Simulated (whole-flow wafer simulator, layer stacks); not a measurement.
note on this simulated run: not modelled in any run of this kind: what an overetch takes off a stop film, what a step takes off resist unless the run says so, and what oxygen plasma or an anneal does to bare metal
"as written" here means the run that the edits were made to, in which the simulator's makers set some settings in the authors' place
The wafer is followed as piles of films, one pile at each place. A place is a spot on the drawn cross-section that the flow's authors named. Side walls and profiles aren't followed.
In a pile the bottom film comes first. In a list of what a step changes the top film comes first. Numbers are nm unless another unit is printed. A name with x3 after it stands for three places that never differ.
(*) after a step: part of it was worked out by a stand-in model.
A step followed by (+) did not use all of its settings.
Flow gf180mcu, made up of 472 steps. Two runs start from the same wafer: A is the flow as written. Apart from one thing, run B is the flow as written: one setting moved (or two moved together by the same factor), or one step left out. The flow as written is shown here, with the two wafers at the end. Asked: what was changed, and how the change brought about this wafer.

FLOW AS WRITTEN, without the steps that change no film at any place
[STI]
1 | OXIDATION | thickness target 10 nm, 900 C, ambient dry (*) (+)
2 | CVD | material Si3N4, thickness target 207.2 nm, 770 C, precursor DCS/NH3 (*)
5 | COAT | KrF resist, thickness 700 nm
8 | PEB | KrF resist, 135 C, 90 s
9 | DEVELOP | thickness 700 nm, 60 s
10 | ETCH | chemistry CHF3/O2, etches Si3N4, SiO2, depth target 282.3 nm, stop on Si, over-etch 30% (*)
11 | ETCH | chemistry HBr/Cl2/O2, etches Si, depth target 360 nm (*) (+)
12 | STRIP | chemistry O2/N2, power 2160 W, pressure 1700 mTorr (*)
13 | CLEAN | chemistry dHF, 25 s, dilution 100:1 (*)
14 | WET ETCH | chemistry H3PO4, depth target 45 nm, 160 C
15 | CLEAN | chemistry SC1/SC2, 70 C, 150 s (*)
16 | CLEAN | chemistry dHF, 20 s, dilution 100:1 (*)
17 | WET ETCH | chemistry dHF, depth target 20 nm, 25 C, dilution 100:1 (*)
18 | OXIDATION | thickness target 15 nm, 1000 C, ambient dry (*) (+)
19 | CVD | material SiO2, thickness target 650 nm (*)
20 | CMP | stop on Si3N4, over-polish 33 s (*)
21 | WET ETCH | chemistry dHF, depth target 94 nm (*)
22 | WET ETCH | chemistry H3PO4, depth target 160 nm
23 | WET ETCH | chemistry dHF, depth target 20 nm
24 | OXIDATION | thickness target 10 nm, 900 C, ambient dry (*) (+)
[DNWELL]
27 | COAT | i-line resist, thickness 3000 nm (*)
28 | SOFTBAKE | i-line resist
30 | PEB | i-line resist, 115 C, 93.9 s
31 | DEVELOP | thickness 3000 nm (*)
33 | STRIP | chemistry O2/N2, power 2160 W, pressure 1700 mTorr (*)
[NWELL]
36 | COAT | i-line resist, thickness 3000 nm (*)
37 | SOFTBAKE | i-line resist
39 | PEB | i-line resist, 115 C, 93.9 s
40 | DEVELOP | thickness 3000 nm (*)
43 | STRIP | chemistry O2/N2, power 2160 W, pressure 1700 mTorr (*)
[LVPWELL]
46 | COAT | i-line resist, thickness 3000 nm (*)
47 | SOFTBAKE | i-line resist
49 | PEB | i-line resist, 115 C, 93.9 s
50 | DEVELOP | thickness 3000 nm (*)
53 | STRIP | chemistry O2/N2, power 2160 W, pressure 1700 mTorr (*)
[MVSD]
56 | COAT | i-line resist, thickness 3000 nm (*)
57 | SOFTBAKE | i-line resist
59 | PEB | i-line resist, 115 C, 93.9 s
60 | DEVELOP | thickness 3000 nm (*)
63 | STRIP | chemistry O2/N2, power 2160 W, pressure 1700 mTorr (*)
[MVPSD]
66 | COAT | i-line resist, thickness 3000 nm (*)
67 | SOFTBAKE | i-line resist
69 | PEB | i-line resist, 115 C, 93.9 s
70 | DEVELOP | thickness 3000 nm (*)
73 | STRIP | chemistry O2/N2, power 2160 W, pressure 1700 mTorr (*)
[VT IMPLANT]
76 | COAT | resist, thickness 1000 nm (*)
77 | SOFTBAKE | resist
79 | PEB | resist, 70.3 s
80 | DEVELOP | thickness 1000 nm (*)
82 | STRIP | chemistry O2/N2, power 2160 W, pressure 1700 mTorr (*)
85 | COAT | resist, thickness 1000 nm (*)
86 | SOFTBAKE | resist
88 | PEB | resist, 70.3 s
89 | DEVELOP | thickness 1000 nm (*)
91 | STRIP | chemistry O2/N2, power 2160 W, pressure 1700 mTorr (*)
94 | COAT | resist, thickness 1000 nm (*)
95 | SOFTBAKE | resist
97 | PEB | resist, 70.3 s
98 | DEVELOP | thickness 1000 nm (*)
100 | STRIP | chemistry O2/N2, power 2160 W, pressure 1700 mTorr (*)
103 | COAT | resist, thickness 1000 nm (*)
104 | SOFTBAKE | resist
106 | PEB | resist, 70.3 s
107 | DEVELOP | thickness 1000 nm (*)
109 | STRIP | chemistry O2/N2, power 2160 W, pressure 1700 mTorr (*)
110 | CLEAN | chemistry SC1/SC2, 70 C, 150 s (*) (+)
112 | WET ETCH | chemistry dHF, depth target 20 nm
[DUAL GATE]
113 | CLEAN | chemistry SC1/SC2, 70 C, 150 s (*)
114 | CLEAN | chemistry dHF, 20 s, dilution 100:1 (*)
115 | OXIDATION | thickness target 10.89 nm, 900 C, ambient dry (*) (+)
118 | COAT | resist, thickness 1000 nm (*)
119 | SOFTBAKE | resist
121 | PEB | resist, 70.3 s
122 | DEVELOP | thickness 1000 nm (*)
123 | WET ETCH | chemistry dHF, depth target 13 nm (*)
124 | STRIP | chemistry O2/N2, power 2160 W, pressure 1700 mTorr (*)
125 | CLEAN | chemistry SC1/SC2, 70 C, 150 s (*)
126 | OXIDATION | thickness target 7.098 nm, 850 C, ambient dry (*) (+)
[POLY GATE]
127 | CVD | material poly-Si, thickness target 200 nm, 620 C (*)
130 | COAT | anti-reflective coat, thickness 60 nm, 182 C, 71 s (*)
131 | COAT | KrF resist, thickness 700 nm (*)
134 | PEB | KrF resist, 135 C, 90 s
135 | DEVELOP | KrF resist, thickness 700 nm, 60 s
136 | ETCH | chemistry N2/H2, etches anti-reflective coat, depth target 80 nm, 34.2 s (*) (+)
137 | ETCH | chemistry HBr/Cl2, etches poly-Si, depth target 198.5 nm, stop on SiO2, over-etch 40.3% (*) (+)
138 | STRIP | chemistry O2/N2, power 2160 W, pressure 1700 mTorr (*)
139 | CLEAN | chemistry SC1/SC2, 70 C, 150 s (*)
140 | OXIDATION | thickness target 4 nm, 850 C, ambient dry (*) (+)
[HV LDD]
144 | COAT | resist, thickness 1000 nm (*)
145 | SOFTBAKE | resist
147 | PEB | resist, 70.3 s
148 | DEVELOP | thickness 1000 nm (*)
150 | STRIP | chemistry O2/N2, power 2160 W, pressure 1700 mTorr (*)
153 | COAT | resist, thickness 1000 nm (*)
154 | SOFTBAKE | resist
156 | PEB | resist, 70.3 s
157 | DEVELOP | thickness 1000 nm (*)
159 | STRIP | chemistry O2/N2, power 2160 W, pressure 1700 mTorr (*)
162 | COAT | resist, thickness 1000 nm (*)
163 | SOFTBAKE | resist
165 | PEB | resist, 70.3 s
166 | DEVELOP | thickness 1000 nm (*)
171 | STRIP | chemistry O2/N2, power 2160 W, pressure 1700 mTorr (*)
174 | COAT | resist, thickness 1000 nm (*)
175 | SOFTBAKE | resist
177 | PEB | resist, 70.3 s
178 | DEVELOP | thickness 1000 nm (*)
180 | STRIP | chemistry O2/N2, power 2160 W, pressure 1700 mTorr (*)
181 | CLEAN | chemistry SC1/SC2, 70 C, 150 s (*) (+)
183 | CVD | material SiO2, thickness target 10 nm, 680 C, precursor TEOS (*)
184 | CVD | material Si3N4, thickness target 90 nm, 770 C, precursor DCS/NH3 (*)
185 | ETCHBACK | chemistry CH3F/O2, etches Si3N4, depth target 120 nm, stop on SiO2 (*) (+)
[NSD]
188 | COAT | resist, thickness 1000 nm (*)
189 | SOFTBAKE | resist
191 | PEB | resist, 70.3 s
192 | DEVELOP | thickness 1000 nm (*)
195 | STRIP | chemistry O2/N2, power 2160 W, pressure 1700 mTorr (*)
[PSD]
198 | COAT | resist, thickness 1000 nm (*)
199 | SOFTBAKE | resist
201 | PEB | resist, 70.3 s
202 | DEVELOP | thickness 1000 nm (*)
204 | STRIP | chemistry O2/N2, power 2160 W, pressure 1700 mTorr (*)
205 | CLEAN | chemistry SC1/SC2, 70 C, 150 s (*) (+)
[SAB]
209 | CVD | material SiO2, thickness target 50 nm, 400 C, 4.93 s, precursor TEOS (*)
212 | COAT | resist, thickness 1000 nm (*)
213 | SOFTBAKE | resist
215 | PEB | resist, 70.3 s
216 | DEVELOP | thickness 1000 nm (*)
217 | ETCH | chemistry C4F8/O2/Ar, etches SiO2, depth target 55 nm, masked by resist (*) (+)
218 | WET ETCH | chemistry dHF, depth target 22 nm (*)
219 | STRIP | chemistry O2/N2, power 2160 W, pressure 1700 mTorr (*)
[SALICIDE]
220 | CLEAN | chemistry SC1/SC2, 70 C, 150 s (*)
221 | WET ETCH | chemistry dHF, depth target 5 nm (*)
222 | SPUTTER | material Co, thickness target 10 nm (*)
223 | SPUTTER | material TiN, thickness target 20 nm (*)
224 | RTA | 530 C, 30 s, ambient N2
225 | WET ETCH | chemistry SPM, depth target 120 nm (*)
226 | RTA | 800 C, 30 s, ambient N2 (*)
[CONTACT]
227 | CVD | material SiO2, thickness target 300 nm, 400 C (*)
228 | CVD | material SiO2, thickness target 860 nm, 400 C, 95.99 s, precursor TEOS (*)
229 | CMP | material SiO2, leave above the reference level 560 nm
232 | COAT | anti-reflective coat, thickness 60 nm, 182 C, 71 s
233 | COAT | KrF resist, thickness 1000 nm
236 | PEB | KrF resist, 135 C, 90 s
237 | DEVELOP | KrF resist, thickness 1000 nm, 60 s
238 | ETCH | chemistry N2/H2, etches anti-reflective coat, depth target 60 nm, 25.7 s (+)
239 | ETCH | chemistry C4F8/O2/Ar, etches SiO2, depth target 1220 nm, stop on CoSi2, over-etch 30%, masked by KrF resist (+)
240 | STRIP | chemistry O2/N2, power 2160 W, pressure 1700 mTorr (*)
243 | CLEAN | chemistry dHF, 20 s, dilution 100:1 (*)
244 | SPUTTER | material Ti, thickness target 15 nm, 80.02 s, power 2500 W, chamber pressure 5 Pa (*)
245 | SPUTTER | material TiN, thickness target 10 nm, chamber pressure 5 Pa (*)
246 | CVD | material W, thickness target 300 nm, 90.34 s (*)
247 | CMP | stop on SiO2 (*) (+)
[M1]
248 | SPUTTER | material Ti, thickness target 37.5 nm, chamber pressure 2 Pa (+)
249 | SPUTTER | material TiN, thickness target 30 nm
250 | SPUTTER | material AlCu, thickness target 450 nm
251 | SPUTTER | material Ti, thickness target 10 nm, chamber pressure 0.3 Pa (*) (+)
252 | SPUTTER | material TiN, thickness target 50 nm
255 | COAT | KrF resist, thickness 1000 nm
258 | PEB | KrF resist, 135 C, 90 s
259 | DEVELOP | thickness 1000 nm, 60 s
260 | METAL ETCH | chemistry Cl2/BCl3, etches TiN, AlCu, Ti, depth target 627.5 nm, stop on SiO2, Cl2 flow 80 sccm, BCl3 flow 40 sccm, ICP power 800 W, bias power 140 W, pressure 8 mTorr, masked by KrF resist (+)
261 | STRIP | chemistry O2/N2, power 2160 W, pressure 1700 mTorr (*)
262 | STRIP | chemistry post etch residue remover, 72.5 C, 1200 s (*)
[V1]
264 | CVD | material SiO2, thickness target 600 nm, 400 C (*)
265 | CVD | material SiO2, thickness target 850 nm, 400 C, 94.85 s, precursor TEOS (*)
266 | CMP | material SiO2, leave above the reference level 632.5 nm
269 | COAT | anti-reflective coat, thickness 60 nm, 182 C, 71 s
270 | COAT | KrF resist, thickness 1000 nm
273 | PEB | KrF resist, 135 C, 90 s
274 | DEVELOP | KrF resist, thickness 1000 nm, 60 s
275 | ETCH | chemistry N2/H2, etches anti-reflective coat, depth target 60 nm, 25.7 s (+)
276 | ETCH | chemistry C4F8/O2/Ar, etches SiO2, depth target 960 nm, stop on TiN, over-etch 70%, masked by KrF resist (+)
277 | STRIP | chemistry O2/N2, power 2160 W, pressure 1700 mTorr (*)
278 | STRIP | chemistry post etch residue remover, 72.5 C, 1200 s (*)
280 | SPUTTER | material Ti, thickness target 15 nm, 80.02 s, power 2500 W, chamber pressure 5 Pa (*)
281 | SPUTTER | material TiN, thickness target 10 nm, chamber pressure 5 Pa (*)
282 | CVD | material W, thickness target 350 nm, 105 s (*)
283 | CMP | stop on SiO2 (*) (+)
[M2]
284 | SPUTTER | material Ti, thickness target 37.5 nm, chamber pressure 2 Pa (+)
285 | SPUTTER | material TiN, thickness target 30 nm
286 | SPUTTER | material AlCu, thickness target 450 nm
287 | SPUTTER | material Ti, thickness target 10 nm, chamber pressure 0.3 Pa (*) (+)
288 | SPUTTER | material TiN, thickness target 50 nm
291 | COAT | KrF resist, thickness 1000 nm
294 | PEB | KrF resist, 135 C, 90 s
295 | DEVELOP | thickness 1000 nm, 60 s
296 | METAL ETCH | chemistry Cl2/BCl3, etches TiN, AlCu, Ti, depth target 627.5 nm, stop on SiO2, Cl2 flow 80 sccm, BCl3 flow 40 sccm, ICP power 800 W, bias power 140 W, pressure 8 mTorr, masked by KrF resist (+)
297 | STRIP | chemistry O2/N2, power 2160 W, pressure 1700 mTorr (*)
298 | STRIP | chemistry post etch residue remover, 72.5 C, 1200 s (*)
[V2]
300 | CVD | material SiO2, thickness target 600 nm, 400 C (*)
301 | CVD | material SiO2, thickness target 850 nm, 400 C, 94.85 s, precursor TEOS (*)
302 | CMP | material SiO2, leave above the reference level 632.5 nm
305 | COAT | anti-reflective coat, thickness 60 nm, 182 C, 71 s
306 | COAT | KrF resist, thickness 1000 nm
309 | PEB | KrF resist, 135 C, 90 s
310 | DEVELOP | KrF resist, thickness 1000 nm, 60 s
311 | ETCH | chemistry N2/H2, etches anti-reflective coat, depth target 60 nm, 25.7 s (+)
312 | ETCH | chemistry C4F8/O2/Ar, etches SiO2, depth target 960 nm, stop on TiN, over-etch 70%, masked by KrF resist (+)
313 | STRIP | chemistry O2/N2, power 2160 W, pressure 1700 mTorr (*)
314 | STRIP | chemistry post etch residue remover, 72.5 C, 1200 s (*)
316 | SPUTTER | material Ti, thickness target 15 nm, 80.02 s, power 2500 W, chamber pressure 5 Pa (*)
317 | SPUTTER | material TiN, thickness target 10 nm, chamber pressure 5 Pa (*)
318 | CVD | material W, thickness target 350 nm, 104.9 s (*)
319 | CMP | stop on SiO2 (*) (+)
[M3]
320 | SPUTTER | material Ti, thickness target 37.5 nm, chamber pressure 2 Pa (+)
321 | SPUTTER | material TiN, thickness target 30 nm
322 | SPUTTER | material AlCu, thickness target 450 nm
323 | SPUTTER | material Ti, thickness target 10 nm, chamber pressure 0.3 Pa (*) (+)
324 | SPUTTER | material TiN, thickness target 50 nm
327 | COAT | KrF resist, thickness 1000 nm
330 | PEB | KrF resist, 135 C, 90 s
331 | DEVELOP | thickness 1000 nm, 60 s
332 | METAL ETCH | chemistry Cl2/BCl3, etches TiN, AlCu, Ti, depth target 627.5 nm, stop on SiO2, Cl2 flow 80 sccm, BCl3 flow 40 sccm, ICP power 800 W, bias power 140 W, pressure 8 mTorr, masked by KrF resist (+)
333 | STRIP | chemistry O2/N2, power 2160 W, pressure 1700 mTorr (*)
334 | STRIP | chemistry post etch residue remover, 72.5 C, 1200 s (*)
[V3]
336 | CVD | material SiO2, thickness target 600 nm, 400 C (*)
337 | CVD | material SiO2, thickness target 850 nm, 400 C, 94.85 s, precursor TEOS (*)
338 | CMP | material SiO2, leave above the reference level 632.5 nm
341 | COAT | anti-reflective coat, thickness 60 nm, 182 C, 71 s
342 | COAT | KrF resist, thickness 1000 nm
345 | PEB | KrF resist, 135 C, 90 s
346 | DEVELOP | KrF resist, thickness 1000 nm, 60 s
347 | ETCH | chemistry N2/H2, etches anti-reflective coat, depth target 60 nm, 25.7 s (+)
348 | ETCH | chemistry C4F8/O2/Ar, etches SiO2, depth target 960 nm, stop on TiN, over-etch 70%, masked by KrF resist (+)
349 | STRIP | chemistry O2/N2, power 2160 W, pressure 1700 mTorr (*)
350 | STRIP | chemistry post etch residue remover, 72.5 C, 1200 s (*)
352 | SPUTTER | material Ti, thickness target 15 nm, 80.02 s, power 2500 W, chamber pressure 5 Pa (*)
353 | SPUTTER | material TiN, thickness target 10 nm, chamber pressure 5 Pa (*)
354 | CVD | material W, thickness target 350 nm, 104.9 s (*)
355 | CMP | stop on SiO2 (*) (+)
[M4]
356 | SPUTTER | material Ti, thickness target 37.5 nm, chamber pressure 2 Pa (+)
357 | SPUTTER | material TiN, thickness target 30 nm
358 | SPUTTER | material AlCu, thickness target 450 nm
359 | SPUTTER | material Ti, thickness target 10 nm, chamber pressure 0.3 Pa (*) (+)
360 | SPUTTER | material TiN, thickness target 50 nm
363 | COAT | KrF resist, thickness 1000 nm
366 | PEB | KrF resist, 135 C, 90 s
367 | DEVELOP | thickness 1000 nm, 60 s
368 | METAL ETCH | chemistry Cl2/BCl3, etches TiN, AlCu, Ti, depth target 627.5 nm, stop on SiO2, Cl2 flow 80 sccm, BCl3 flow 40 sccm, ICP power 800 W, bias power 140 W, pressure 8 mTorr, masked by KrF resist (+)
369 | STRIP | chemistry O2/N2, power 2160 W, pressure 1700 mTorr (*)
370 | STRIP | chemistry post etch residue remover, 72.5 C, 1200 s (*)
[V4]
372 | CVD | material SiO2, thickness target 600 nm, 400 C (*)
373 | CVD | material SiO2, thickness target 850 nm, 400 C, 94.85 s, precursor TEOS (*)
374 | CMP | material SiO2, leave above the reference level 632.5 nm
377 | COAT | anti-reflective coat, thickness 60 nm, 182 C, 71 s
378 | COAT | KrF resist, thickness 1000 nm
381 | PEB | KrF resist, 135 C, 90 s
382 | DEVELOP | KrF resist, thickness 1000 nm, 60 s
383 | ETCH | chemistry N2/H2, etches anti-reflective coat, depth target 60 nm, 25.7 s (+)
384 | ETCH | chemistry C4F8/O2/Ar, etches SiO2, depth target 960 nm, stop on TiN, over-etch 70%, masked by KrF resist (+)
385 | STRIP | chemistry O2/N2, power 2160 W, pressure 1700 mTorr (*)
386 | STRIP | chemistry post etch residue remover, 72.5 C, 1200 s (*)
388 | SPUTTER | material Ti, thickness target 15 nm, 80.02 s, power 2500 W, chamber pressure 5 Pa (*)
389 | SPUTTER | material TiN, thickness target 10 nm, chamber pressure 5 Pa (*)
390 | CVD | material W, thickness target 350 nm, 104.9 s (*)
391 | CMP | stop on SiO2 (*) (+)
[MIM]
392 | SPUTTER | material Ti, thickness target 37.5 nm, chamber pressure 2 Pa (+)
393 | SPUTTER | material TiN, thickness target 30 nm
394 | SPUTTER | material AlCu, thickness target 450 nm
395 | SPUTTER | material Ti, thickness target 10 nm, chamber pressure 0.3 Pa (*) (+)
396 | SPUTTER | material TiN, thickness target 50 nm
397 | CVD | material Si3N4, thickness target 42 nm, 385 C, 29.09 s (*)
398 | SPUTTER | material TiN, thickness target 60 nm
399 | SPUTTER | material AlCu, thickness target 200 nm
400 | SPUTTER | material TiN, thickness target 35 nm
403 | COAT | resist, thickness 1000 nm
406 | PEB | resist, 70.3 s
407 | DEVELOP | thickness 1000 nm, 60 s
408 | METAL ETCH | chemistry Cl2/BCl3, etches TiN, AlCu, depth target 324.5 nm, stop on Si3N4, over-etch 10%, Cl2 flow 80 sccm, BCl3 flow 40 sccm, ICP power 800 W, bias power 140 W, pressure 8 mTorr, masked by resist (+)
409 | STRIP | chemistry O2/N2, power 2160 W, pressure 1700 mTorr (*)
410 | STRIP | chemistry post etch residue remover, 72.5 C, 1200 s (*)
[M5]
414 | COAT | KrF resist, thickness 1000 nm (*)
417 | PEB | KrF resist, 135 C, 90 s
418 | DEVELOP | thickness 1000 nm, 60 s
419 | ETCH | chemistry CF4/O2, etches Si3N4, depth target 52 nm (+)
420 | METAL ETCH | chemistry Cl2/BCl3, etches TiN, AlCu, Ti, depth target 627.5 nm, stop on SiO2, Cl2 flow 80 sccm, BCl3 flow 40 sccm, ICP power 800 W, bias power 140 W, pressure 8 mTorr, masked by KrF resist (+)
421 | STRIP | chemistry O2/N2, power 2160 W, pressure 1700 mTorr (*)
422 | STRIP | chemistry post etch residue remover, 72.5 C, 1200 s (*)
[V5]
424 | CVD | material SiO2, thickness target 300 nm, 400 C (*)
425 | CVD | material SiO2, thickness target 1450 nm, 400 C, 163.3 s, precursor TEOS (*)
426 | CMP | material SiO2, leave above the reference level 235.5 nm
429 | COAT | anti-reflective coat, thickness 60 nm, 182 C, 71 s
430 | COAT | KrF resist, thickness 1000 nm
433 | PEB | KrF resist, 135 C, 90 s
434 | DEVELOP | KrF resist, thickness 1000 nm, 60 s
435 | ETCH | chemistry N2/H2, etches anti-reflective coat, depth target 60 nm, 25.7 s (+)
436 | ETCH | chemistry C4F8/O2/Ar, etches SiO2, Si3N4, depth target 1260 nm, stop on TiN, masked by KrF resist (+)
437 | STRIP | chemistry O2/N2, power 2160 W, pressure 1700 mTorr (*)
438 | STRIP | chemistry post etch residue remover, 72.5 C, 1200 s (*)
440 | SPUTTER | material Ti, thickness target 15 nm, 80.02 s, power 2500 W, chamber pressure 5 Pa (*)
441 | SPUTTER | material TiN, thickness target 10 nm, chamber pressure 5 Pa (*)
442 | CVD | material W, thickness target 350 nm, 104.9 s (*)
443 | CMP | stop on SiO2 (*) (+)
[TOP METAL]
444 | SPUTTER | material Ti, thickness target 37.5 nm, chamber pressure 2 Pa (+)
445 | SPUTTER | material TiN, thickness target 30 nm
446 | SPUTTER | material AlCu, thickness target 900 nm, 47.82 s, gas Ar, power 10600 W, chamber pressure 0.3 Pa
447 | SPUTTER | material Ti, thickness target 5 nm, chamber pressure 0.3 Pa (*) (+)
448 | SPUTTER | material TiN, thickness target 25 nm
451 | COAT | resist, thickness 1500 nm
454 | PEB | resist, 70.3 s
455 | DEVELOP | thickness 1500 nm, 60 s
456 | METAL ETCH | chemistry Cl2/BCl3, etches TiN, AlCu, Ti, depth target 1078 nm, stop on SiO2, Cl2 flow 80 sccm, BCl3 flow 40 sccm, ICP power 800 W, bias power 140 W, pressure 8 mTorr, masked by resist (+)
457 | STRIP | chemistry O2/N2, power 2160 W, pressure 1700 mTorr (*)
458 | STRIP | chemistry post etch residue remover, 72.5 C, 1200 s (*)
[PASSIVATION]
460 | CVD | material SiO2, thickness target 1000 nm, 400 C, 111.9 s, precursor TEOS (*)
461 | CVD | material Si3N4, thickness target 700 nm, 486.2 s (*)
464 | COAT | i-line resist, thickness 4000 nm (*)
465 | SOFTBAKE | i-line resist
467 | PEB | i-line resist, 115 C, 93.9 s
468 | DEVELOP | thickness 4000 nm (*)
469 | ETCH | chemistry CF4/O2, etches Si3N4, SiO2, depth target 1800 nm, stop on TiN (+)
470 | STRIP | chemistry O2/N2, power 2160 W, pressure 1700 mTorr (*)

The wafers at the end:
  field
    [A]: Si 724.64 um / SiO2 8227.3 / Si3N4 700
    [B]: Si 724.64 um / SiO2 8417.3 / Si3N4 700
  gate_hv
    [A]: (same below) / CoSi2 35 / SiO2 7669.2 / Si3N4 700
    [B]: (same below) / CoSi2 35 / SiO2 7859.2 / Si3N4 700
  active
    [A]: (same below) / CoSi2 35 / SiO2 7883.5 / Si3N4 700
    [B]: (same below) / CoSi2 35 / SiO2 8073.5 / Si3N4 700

The reason: step 229, CMP: leave above the reference level 750 nm was run, whereas the flow has leave above the reference level 560 nm.

Step by step, how the change led to this:
  229 | CMP | material SiO2, leave above the reference level 560 nm
      gate_hv, gate_nat, ld_gate_n and 11 more: A SiO2 loses 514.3 | B SiO2 loses 324.3
      ldn_sep__w1, ldn_sep__w2, ldn_dft and 8 more: A SiO2 loses 311 | B SiO2 loses 121
      (and at 86 other places as well)
  239 | ETCH | chemistry C4F8/O2/Ar, etches SiO2, depth target 1220 nm, stop on CoSi2, over-etch 30%, masked by KrF resist (+)
      field, field__w1, field__w2 and 105 more: A KrF resist loses 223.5 | B KrF resist loses 244
      polyc_n, polyc_p: A SiO2 loses 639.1 (all of it) | B SiO2 loses 829.1 (all of it)
      (and at 1 other place as well)
  240 | STRIP | chemistry O2/N2, power 2160 W, pressure 1700 mTorr (*)
      field, field__w1, field__w2 and 105 more: A KrF resist loses 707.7 (all of it), anti-reflective coat loses 60 (all of it) | B KrF resist loses 687.2 (all of it), anti-reflective coat loses 60 (all of it)
  244 | SPUTTER | material Ti, thickness target 15 nm, 80.02 s, power 2500 W, chamber pressure 5 Pa (*)
      contact: A Ti gains 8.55 (new film) | B Ti gains 7.65 (new film)
  245 | SPUTTER | material TiN, thickness target 10 nm, chamber pressure 5 Pa (*)
      contact: A TiN gains 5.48 (new film) | B TiN gains 4.92 (new film)
  246 | CVD | material W, thickness target 300 nm, 90.34 s (*)
      polyc_n, polyc_p: A W gains 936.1 (new film) | B W gains 1126.1 (new film)
      contact: A W gains 1167.5 (new film) | B W gains 1359 (new film)
